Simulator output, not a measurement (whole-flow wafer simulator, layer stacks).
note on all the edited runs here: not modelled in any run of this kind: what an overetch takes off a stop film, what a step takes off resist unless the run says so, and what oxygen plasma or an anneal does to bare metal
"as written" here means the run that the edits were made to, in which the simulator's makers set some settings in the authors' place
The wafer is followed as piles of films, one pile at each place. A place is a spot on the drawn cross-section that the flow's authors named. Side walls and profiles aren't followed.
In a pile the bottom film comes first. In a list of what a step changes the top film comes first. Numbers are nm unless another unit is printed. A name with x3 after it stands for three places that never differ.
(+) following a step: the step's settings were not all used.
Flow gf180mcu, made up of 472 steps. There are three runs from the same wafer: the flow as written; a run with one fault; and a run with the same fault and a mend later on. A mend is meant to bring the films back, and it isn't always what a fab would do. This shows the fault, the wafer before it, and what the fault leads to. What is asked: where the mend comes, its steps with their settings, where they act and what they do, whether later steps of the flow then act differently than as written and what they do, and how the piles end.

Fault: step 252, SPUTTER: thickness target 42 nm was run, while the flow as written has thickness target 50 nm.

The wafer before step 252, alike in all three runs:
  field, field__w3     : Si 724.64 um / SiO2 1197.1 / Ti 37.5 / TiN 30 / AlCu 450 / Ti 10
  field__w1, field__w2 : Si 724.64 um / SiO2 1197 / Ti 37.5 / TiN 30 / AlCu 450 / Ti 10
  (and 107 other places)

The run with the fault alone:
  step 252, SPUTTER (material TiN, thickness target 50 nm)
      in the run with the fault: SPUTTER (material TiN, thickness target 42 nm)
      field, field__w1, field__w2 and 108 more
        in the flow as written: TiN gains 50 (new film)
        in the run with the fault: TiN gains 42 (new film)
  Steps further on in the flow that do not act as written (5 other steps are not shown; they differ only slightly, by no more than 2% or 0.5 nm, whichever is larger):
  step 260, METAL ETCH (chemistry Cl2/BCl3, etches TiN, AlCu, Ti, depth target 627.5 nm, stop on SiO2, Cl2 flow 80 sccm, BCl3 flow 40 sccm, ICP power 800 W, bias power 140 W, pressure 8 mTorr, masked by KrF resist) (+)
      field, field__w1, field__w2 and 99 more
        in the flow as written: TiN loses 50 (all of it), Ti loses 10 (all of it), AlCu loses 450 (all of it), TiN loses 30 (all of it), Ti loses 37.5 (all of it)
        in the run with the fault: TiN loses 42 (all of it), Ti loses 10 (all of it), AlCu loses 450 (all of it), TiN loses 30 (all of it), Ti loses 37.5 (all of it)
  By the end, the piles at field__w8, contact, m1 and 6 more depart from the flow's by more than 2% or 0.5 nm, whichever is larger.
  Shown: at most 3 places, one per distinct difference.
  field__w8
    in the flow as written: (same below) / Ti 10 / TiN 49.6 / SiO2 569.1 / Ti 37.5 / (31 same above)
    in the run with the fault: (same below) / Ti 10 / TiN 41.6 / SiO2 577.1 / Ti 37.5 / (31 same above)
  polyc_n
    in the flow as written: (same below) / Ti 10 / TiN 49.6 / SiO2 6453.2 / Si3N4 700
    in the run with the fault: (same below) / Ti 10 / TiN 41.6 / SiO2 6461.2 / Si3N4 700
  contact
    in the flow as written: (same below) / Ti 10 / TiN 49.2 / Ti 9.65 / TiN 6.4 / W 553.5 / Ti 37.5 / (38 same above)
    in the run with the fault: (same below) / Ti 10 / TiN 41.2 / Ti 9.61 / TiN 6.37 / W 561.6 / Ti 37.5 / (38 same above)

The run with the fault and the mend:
  The mend follows step 252.
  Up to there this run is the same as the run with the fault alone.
  step 252a, SPUTTER (material TiN, thickness target 8 nm) (the flow's step 252, run once more with other settings)
      field, field__w1, field__w2 and 108 more
        TiN gains 8
  Later steps of the flow that are run all act as written at every place that is followed.
  At every place that both follow, the piles at the end match the flow's.
